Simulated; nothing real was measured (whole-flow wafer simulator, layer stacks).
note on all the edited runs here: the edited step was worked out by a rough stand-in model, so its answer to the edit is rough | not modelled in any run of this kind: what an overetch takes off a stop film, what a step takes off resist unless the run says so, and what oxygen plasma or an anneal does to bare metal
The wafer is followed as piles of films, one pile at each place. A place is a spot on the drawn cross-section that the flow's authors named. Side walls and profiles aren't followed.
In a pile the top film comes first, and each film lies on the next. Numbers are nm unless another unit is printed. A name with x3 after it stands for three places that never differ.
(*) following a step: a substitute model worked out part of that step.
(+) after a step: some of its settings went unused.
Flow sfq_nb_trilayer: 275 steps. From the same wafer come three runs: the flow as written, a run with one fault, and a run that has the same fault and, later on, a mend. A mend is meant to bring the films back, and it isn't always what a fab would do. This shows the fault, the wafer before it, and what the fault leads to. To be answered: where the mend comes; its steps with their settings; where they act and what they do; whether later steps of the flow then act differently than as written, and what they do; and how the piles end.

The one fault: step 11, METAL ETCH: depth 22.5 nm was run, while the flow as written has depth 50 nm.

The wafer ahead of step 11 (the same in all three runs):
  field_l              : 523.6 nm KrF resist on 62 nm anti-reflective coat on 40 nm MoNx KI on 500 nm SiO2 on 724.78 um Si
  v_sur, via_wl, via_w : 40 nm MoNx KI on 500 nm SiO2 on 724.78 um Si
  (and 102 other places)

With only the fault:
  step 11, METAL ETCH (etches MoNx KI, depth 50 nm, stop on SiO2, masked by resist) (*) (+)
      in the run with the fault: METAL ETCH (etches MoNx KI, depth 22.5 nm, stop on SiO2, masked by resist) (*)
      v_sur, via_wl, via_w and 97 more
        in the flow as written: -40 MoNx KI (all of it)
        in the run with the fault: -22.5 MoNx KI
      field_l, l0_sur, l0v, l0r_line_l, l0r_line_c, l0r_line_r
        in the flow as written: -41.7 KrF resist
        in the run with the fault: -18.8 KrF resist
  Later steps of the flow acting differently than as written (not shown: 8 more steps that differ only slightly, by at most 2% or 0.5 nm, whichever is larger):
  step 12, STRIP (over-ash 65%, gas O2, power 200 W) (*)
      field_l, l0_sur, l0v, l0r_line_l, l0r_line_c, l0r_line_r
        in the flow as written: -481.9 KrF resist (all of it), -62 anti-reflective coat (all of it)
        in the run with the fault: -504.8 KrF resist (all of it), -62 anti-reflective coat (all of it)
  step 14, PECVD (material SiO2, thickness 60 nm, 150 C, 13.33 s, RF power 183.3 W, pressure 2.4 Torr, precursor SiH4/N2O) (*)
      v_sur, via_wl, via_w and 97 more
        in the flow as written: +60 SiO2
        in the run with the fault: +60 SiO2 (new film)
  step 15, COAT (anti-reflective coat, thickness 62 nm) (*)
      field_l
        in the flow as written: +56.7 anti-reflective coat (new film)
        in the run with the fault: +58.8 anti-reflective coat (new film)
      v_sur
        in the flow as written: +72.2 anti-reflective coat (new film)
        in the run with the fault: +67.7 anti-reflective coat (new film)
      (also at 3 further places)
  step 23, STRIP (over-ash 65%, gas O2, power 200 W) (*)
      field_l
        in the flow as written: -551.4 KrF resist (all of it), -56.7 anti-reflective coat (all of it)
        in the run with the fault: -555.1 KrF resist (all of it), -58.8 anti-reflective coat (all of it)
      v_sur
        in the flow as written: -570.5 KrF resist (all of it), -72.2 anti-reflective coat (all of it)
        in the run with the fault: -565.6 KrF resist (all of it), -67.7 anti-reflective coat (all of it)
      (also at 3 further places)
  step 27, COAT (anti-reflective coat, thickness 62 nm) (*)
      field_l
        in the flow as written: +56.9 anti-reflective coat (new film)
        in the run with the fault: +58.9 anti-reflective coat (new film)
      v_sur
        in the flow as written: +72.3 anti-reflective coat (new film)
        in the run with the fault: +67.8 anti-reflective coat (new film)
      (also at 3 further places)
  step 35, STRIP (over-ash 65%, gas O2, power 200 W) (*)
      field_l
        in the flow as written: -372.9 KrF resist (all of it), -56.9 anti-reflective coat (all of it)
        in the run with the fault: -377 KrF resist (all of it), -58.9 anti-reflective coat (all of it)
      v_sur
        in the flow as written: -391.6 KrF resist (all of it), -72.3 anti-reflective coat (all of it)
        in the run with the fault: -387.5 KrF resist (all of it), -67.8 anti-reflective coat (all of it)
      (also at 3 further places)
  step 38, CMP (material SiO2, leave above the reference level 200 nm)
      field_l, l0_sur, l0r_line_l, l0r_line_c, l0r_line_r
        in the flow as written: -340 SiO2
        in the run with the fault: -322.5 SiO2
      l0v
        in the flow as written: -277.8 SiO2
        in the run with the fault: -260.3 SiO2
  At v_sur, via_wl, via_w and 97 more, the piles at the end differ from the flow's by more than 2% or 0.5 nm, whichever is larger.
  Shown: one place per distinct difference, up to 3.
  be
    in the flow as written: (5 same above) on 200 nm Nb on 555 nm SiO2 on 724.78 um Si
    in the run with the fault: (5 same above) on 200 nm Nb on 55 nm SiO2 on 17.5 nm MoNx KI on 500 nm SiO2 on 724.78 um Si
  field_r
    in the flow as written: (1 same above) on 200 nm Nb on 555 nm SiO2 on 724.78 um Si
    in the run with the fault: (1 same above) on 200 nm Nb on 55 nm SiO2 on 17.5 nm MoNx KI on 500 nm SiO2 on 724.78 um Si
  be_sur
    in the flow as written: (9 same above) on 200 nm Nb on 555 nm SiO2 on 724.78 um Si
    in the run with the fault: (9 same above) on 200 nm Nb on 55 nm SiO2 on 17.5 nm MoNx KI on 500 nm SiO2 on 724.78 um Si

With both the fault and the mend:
  The mend follows step 11.
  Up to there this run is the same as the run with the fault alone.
  step 11a, METAL ETCH (etches MoNx KI, depth 27.5 nm, stop on SiO2, masked by resist) (+) (the flow's step 11 again, with other settings)
      v_sur, via_wl, via_w and 97 more
        -17.5 MoNx KI (all of it)
      field_l, l0_sur, l0v, l0r_line_l, l0r_line_c, l0r_line_r
        -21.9 KrF resist
  Every later step of the flow that is run acts as written, at every place that is followed, to within 2% or 0.5 nm, whichever is larger.
  By the end, the piles equal the flow's at every place that both follow.
